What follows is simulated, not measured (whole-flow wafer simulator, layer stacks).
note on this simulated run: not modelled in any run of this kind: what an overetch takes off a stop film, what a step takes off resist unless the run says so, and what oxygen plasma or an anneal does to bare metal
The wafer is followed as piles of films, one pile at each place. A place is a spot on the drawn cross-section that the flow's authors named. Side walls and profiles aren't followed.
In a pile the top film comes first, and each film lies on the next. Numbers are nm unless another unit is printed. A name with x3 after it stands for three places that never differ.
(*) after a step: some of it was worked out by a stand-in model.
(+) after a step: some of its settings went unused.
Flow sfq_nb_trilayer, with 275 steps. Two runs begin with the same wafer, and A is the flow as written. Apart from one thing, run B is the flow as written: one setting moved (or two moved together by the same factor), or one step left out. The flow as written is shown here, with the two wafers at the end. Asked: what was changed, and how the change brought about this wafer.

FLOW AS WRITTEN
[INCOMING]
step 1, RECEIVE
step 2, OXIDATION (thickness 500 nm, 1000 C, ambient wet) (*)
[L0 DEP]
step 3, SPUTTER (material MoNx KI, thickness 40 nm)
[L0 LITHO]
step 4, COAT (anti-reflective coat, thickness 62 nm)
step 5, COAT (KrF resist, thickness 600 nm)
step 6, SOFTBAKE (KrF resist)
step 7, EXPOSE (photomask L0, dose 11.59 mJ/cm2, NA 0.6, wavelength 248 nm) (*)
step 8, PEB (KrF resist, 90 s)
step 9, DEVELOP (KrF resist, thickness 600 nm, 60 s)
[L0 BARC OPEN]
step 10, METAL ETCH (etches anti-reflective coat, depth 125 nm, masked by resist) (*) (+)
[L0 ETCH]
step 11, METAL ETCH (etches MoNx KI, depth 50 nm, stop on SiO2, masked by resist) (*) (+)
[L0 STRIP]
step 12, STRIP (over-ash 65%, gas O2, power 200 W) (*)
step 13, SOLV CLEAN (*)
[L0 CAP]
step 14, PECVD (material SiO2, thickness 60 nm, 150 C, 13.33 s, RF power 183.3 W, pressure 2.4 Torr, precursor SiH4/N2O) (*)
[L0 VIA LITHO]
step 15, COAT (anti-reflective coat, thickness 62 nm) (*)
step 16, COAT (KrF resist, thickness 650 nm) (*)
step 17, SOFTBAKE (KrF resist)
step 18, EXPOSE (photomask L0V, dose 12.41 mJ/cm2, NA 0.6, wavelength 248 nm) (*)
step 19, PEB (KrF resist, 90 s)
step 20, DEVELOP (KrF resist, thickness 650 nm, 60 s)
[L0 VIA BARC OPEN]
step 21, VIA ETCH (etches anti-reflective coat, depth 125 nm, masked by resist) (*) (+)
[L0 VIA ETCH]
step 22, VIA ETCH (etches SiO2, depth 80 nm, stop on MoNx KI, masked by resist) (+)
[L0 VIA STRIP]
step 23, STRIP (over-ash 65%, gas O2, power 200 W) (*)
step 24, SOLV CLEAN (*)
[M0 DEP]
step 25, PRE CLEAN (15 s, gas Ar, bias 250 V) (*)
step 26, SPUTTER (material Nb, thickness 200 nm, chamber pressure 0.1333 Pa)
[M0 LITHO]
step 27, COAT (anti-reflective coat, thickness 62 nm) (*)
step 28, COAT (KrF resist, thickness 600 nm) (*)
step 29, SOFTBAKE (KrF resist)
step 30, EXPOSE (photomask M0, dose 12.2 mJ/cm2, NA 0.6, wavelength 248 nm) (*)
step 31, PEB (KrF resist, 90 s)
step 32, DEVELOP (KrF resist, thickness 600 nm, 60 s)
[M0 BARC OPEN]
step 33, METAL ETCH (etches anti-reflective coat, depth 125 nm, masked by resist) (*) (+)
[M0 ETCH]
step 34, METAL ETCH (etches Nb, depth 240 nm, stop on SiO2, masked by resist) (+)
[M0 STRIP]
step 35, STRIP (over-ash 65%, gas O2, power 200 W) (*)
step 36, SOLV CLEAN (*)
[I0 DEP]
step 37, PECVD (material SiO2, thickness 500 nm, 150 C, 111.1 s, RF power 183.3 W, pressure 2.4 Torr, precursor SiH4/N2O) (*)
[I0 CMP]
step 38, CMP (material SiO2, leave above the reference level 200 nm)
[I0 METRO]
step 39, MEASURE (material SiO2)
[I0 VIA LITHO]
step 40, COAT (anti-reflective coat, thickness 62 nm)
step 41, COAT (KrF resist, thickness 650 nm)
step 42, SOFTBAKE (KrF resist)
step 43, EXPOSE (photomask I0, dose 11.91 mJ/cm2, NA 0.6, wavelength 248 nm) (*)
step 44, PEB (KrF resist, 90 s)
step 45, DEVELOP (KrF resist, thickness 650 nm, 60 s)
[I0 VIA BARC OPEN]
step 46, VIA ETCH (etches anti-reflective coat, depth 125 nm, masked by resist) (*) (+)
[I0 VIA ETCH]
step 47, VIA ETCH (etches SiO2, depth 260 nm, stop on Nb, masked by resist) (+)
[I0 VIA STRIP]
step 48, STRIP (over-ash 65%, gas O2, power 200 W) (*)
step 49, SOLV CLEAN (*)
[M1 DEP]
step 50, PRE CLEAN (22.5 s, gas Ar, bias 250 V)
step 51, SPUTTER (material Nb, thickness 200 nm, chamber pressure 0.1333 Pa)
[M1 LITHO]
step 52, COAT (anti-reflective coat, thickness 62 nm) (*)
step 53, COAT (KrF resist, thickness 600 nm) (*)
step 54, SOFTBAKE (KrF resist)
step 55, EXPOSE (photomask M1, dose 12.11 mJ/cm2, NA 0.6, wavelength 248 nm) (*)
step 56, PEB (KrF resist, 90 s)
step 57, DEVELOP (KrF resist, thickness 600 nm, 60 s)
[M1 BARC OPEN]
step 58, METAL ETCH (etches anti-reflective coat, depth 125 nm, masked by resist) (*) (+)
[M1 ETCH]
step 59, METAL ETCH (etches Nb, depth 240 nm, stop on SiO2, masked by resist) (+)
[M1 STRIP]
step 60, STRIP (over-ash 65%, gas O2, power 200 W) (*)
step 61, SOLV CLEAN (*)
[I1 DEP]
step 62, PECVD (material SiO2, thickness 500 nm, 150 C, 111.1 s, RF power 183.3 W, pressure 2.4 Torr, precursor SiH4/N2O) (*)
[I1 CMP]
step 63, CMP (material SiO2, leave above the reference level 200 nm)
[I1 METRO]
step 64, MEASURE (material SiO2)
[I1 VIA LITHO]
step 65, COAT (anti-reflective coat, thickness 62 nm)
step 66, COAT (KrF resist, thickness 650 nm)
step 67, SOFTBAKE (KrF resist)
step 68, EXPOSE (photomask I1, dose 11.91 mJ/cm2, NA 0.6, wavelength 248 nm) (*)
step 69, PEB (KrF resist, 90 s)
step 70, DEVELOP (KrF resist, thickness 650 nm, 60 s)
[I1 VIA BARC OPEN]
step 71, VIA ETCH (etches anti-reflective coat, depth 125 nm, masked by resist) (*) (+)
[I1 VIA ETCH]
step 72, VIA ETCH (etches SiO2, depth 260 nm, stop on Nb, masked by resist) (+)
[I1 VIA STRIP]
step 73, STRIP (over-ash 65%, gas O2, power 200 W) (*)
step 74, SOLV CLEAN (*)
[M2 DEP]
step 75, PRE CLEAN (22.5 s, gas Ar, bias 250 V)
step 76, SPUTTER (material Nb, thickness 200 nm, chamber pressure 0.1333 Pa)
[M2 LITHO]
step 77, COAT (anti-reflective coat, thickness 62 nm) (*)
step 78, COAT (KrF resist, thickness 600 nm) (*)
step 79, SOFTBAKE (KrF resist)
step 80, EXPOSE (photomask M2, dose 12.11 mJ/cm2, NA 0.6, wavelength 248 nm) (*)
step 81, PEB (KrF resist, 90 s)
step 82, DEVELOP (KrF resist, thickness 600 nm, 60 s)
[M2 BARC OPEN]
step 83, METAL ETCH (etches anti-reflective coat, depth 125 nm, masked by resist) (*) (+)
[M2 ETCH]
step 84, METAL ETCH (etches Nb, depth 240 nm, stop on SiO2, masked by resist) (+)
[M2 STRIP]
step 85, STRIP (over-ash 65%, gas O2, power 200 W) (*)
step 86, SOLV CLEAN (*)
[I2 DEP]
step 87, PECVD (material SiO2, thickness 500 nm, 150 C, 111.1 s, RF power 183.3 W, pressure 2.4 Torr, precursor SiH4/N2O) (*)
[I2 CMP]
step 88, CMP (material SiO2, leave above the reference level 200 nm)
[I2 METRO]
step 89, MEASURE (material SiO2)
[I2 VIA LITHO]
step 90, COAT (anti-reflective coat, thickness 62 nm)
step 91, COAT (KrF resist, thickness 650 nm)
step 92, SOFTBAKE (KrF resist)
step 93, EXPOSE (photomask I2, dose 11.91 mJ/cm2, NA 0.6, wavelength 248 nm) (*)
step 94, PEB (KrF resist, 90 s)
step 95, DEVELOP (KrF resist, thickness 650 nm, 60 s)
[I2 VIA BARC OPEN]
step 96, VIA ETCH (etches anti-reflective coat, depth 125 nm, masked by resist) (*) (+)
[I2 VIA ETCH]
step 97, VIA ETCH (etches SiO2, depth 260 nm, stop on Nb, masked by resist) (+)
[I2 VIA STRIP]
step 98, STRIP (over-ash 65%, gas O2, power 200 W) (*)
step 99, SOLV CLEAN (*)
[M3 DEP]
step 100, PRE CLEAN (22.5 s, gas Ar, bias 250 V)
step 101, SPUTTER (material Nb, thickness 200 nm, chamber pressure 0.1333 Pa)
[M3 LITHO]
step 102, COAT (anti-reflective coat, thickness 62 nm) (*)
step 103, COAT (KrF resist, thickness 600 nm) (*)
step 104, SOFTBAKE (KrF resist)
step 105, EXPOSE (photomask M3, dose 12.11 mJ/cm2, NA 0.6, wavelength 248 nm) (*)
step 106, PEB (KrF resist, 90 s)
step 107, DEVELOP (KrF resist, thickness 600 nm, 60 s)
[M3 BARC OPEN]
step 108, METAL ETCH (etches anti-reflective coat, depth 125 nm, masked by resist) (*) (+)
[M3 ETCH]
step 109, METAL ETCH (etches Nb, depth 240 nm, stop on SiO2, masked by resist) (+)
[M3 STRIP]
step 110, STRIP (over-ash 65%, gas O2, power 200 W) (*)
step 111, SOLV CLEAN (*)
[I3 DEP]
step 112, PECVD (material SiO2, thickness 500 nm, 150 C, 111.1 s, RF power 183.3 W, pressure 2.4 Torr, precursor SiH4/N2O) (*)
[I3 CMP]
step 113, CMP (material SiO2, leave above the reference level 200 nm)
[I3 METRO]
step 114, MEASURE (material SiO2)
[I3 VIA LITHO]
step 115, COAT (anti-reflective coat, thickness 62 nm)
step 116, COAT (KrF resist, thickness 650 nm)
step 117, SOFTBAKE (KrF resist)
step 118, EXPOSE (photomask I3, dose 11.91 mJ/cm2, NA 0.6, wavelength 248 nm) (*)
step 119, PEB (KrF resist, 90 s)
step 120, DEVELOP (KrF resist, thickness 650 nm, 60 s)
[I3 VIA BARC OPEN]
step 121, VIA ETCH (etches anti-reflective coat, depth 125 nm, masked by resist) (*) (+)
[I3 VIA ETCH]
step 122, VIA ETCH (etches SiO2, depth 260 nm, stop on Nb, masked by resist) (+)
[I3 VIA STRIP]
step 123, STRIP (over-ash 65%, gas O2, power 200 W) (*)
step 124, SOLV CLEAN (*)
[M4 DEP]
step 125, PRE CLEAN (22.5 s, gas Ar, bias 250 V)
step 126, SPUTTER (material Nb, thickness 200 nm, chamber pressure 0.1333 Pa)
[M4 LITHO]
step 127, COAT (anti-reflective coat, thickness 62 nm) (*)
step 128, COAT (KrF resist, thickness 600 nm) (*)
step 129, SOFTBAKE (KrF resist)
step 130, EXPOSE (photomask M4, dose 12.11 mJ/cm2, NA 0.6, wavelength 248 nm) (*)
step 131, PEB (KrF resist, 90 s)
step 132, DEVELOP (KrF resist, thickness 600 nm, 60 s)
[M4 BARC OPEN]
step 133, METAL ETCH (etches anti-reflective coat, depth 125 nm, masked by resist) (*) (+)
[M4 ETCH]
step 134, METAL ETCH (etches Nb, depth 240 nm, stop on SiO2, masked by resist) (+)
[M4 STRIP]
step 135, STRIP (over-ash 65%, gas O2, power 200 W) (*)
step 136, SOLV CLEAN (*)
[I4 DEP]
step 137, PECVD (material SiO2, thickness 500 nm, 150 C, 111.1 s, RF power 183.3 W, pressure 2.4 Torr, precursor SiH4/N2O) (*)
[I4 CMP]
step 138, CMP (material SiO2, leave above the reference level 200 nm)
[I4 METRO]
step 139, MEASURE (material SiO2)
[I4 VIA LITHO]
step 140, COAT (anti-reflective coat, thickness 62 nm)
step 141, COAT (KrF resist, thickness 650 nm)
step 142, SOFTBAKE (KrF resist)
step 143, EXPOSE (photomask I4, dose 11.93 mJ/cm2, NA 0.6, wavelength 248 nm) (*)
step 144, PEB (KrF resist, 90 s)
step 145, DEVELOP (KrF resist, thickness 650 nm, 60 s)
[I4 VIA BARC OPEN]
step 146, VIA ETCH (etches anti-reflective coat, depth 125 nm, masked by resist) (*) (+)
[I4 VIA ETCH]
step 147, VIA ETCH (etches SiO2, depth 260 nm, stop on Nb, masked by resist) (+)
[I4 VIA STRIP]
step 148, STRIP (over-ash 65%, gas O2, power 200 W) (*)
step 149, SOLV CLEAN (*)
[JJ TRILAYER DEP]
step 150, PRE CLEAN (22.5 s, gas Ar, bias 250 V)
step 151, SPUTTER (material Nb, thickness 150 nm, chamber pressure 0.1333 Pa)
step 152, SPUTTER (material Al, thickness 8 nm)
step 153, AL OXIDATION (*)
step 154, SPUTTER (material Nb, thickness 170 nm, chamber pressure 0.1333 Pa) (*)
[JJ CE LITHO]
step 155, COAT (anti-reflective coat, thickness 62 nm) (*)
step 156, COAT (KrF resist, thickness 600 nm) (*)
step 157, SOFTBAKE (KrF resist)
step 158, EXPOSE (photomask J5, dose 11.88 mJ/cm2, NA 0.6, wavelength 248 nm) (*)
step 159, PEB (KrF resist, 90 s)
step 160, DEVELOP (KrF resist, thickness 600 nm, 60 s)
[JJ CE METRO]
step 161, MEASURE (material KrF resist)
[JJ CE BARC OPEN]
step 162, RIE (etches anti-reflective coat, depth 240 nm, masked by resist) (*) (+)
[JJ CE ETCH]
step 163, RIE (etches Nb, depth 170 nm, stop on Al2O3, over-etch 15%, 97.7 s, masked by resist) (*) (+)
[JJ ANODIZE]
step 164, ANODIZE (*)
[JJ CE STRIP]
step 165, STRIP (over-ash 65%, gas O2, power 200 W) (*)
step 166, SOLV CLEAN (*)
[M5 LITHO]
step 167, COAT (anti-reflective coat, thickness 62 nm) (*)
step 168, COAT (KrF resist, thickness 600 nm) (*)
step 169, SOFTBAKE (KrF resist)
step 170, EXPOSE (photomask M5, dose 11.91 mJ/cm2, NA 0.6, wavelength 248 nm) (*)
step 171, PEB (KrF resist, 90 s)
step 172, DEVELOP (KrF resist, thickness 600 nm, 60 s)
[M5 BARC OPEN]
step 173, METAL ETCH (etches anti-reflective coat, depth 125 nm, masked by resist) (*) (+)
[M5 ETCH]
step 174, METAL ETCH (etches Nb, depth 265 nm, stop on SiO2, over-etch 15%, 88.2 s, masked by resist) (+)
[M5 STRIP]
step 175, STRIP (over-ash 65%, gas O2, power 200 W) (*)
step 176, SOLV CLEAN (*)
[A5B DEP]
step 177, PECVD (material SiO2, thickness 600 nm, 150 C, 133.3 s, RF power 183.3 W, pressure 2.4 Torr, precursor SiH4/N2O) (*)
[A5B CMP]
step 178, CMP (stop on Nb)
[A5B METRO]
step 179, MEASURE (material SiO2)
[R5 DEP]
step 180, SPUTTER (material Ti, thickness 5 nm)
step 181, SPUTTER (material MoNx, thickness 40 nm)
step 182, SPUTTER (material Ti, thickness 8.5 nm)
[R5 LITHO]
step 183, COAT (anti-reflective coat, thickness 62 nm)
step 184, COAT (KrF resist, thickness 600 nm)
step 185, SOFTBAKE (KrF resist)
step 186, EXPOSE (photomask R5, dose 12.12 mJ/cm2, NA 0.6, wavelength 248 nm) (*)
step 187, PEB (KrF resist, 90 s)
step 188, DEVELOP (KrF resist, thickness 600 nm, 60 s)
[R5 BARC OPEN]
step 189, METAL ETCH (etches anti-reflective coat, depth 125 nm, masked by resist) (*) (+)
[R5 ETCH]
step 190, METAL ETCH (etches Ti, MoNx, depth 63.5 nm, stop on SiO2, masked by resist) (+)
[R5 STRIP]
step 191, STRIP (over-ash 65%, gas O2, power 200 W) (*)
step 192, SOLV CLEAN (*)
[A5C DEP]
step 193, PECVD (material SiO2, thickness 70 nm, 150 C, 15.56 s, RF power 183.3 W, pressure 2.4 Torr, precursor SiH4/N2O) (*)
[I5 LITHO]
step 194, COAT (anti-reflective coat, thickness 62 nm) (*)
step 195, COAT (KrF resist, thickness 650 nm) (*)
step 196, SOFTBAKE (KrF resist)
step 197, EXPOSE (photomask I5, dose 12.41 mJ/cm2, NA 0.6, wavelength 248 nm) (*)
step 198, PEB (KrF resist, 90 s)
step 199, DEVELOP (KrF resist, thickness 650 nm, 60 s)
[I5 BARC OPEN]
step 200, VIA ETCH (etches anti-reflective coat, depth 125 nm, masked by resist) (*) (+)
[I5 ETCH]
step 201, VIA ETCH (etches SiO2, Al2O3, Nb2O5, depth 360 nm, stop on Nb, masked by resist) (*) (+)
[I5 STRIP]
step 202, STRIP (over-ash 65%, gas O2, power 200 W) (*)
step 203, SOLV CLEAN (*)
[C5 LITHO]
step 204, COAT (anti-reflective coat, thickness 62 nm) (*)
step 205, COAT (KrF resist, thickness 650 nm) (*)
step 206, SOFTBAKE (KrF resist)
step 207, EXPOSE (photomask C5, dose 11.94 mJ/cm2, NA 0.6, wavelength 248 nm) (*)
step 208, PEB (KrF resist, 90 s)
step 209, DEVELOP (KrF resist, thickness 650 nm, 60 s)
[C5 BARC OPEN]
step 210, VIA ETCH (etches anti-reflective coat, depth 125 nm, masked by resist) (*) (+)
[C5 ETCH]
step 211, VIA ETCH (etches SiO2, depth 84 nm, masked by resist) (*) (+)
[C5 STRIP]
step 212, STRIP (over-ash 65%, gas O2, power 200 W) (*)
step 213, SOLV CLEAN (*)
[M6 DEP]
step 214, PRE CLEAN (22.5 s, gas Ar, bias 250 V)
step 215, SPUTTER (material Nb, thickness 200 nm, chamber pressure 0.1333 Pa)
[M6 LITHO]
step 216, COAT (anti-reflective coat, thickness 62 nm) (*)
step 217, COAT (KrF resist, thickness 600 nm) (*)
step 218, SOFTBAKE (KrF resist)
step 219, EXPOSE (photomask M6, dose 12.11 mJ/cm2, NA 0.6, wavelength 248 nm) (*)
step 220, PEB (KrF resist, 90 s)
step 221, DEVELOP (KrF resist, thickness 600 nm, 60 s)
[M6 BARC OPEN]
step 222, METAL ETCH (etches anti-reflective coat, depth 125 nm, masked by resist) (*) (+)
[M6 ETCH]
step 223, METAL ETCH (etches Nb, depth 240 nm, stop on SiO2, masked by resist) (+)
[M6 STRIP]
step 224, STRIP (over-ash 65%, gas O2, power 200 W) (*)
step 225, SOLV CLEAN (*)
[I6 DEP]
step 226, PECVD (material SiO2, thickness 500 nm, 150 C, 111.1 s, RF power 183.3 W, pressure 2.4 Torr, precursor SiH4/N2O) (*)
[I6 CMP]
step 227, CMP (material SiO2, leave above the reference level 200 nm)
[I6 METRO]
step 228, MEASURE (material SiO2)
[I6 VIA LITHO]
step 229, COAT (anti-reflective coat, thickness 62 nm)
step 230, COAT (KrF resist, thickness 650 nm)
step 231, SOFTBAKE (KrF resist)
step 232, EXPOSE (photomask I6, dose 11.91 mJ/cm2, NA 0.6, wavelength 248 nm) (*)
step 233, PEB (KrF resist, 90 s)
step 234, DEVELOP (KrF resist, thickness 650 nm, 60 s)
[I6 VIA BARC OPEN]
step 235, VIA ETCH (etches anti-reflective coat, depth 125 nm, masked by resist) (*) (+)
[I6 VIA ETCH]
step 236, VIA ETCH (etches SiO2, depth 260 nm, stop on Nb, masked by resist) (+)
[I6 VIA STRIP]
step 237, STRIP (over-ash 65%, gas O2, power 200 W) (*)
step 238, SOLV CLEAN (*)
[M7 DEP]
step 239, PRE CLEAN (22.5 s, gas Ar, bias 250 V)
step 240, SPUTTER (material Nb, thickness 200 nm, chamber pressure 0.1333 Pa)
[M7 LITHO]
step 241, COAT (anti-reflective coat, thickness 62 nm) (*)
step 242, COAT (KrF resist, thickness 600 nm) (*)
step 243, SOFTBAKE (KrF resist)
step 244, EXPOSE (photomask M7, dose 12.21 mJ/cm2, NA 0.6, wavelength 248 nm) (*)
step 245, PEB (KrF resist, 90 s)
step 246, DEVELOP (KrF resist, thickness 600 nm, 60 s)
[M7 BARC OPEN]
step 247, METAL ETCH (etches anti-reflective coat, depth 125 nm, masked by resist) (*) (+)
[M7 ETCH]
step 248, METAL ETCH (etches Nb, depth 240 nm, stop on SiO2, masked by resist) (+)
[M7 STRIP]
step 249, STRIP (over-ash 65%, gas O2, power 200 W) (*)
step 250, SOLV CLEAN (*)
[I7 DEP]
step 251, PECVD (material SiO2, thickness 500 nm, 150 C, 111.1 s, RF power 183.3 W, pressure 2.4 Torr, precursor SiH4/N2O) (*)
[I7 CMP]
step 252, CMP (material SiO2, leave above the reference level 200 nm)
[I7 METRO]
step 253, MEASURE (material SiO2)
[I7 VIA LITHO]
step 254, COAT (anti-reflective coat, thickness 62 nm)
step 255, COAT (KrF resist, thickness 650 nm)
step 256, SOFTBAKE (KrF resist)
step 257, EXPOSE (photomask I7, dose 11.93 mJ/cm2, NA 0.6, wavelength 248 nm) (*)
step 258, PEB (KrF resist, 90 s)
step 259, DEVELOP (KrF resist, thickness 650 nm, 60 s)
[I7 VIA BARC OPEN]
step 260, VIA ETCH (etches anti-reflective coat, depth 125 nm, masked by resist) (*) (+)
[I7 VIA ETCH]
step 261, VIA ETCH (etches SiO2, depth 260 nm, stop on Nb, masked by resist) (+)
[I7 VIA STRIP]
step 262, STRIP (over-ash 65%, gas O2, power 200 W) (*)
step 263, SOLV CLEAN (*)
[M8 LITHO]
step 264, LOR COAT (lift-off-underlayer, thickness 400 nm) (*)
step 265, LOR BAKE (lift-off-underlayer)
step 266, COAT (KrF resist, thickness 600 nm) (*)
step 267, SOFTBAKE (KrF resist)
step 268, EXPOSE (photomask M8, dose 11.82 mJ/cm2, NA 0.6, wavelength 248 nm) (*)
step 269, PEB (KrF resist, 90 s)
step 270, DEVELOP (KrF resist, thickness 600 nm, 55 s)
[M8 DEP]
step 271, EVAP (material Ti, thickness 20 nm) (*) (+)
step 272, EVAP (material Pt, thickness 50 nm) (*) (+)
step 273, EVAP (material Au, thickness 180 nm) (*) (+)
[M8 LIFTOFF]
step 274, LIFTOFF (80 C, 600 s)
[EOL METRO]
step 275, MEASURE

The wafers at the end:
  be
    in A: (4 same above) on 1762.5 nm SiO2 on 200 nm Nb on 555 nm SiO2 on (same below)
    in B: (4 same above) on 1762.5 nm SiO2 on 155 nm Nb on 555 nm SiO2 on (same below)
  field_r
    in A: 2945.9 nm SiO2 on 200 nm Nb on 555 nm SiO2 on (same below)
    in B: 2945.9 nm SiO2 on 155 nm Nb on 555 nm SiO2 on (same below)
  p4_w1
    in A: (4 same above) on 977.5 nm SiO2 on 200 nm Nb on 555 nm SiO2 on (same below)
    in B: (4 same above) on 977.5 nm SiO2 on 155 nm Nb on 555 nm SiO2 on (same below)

Cause: step 26, SPUTTER: thickness 155 nm was run, while the flow as written has thickness 200 nm.
The wafer itself shows it: be has Nb 155, and step 26 as written asks for 200 nm.

How this came from the change, step by step:
  step 26, SPUTTER (material Nb, thickness 200 nm, chamber pressure 0.1333 Pa)
      field_l, v_sur, via_wl and 102 more: A +200 Nb (new film) | B +155 Nb (new film)
      l0v: A +195.7 Nb (new film) | B +150.8 Nb (new film)
  step 34, METAL ETCH (etches Nb, depth 240 nm, stop on SiO2, masked by resist) (+)
      field_l, v_sur, via_wl and 100 more: A -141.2 KrF resist | B -136.8 KrF resist
      moat, m0r_space_l, m0r_space_r: A -200 Nb (all of it) | B -155 Nb (all of it)
  step 37, PECVD (material SiO2, thickness 500 nm, 150 C, 111.1 s, RF power 183.3 W, pressure 2.4 Torr, precursor SiH4/N2O) (*)
      moat, m0r_space_l, m0r_space_r: A +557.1 SiO2 | B +512.1 SiO2
